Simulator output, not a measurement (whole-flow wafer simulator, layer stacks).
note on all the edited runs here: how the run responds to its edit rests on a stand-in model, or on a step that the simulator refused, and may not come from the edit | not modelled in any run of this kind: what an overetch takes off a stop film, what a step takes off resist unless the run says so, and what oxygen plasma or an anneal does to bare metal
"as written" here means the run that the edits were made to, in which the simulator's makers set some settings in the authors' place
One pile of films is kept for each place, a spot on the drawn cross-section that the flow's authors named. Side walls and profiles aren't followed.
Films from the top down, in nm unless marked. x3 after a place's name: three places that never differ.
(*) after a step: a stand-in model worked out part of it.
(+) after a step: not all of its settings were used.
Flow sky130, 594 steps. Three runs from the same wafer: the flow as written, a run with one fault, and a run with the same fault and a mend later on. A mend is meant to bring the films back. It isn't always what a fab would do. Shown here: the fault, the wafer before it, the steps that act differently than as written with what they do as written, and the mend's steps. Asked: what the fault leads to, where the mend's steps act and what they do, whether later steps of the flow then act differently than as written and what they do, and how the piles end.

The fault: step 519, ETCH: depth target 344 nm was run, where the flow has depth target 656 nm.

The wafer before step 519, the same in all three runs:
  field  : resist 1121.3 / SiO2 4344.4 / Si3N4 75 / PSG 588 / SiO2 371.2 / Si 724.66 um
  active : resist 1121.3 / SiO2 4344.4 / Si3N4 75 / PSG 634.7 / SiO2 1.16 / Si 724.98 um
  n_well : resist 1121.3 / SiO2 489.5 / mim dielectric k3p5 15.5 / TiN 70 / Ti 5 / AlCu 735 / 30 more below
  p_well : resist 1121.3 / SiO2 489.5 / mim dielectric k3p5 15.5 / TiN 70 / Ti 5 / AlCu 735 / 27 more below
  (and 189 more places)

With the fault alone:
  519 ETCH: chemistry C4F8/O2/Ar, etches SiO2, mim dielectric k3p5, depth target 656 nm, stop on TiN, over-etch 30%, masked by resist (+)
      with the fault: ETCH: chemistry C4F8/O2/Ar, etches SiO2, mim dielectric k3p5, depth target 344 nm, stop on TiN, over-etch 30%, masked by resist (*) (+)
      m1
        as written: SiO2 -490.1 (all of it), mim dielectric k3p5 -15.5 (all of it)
        with the fault: SiO2 -344
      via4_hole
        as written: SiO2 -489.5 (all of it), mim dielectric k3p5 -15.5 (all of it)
        with the fault: SiO2 -344
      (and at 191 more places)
  Later steps of the flow that act differently than as written (1 more step differs only slightly, by at most 2% or 0.5 nm, whichever is larger, and isn't shown):
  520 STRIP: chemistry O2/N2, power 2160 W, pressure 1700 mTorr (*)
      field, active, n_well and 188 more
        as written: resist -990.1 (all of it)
        with the fault: resist -1052.5 (all of it)
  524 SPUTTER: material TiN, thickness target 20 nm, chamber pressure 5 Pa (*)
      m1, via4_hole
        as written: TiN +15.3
        with the fault: TiN +16.4 (new film)
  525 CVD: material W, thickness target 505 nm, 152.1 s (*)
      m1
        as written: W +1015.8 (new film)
        with the fault: W +655.8 (new film)
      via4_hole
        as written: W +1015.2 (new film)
        with the fault: W +657.5 (new film)
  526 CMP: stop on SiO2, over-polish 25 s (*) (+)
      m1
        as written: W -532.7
        with the fault: W -335.9
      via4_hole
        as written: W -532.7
        with the fault: W -337.6
  At the end the piles differ from the flow's by more than 2% or 0.5 nm, whichever is larger, at m1, via4_hole.
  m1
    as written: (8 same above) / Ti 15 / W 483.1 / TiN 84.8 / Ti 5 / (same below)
    with the fault: (8 same above) / Ti 15 / W 319.9 / TiN 16.4 / SiO2 146.1 / mim dielectric k3p5 15.5 / TiN 70 / Ti 5 / (same below)
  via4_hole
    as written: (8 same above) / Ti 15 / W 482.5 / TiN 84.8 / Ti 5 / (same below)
    with the fault: (8 same above) / Ti 15 / W 319.9 / TiN 16.4 / SiO2 145.5 / mim dielectric k3p5 15.5 / TiN 70 / Ti 5 / (same below)

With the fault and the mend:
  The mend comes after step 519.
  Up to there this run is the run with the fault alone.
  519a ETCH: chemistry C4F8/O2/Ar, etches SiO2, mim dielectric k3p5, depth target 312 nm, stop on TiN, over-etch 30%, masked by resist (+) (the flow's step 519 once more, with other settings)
      field, active, n_well and 188 more
        resist -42
      m1
        SiO2 -146.1 (all of it), mim dielectric k3p5 -15.5 (all of it)
      via4_hole
        SiO2 -145.5 (all of it), mim dielectric k3p5 -15.5 (all of it)
  Later steps of the flow that act differently than as written:
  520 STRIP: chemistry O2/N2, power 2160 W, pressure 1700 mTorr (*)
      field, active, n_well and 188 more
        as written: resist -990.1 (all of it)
        with the mend: resist -1010.5 (all of it)
  At the end the piles are the same as the flow's at every place that both follow.
